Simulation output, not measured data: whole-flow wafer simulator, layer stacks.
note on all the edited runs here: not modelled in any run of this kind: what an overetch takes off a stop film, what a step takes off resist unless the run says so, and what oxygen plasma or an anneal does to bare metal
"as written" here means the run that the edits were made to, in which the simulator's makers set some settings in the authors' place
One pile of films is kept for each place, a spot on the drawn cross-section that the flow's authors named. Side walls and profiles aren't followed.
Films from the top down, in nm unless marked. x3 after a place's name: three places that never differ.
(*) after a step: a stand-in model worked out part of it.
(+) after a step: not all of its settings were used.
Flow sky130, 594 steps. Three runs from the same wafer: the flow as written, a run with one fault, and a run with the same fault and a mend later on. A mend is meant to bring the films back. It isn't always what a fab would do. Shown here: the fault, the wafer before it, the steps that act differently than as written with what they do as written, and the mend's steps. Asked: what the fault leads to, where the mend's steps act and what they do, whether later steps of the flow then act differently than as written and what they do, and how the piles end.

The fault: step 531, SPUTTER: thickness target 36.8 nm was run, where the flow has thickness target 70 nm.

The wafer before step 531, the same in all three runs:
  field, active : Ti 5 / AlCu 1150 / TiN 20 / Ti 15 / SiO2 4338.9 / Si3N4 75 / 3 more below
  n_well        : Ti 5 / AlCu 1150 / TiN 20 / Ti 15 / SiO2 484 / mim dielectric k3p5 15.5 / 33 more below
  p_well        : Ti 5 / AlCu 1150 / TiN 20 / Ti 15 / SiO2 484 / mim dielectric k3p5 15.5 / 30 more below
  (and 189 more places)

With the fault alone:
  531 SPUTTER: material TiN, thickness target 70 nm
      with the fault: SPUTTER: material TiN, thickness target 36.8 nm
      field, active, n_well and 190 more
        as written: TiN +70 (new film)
        with the fault: TiN +36.8 (new film)
  Later steps of the flow that act differently than as written (17 more steps differ only slightly, by at most 2% or 0.5 nm, whichever is larger, and aren't shown):
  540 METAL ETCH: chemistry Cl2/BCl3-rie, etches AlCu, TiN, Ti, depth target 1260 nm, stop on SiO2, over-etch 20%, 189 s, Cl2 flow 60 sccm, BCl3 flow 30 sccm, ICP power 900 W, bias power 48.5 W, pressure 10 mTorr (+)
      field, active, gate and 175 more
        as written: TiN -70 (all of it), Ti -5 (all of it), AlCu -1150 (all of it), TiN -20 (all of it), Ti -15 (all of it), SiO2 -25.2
        with the fault: TiN -36.8 (all of it), Ti -5 (all of it), AlCu -1150 (all of it), TiN -20 (all of it), Ti -15 (all of it), SiO2 -28.5
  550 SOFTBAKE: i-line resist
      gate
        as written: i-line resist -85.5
        with the fault: i-line resist -82.2
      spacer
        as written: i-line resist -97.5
        with the fault: i-line resist -93.8
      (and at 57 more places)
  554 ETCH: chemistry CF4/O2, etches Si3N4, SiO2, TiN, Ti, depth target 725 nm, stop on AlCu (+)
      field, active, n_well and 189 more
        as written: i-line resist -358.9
        with the fault: i-line resist -325.7
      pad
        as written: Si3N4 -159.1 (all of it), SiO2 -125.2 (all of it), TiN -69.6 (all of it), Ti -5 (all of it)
        with the fault: Si3N4 -159.1 (all of it), SiO2 -125.2 (all of it), TiN -36.4 (all of it), Ti -5 (all of it)
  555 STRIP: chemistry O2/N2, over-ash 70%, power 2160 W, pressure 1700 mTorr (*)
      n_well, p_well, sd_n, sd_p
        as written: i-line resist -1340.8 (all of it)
        with the fault: i-line resist -1403.2 (all of it)
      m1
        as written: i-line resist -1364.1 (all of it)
        with the fault: i-line resist -1425.8 (all of it)
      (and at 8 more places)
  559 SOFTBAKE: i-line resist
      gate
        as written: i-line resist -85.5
        with the fault: i-line resist -82.2
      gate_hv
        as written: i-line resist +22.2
        with the fault: i-line resist +21.4
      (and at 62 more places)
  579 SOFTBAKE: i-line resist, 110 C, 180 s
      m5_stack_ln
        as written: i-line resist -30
        with the fault: i-line resist -29.2
  At the end the piles differ from the flow's by more than 2% or 0.5 nm, whichever is larger, at n_well, p_well, sd_n and 11 more.
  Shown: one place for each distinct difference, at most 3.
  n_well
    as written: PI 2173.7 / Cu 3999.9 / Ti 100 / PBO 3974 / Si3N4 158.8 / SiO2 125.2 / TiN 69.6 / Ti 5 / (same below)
    with the fault: PI 2177.6 / Cu 3999.9 / Ti 100 / PBO 3997.9 / Si3N4 158.8 / SiO2 125.2 / TiN 36.4 / Ti 5 / (same below)
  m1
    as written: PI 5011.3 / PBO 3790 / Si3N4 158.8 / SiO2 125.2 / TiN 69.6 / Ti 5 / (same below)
    with the fault: PI 5013 / PBO 3817.6 / Si3N4 158.8 / SiO2 125.2 / TiN 36.4 / Ti 5 / (same below)
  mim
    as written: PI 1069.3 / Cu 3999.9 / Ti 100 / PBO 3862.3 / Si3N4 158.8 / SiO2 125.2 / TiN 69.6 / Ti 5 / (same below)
    with the fault: PI 1072.3 / Cu 3999.9 / Ti 100 / PBO 3888 / Si3N4 158.8 / SiO2 125.2 / TiN 36.4 / Ti 5 / (same below)

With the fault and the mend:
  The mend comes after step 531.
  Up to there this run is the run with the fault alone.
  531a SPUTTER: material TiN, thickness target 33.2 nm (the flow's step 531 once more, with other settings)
      field, active, n_well and 190 more
        TiN +33.2
  No later step of the flow acts differently than as written at any place that is followed.
  At the end the piles are the same as the flow's at every place that both follow.
